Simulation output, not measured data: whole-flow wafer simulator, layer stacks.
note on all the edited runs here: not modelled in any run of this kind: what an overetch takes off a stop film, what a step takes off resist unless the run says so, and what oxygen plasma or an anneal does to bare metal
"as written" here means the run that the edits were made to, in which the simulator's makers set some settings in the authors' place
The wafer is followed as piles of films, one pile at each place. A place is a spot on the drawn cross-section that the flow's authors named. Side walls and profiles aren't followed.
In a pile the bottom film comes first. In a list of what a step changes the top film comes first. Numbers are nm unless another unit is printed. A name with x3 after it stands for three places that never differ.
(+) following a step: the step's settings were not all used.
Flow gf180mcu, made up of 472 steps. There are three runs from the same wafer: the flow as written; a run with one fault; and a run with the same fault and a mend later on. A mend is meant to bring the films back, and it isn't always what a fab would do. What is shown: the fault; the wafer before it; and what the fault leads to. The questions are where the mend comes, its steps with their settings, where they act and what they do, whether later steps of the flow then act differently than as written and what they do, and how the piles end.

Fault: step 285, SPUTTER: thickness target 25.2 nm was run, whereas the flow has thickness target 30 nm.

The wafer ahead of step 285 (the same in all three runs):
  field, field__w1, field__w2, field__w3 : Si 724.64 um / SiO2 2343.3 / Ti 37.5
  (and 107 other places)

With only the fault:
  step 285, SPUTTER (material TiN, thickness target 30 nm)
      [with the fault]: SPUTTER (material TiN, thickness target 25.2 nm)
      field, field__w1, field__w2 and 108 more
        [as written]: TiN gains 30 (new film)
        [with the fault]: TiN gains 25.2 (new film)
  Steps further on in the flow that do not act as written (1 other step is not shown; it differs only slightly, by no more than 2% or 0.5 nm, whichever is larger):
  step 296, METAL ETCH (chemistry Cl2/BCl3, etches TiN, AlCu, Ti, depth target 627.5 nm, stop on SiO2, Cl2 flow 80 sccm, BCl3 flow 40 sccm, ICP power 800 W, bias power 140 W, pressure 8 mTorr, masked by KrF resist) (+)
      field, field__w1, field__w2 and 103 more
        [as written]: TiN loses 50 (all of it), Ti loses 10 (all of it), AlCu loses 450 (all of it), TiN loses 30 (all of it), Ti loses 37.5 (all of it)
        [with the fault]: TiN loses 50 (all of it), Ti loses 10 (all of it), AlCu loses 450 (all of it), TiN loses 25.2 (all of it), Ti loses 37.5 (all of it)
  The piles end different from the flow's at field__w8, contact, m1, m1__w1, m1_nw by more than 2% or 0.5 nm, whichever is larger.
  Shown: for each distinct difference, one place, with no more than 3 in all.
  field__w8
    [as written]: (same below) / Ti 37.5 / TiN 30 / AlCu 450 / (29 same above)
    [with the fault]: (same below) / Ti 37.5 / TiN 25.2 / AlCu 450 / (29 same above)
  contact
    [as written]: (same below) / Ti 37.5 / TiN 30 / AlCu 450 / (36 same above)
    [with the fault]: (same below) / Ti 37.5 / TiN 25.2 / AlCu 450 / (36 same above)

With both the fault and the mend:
  After step 285 comes the mend.
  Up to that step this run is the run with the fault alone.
  step 285a, SPUTTER (material TiN, thickness target 4.8 nm) (a further turn of the flow's step 285, with different settings)
      field, field__w1, field__w2 and 108 more
        TiN gains 4.8
  None of the later steps of the flow acts differently than as written at any place that is followed.
  The piles end the same as the flow's at every place that both follow.
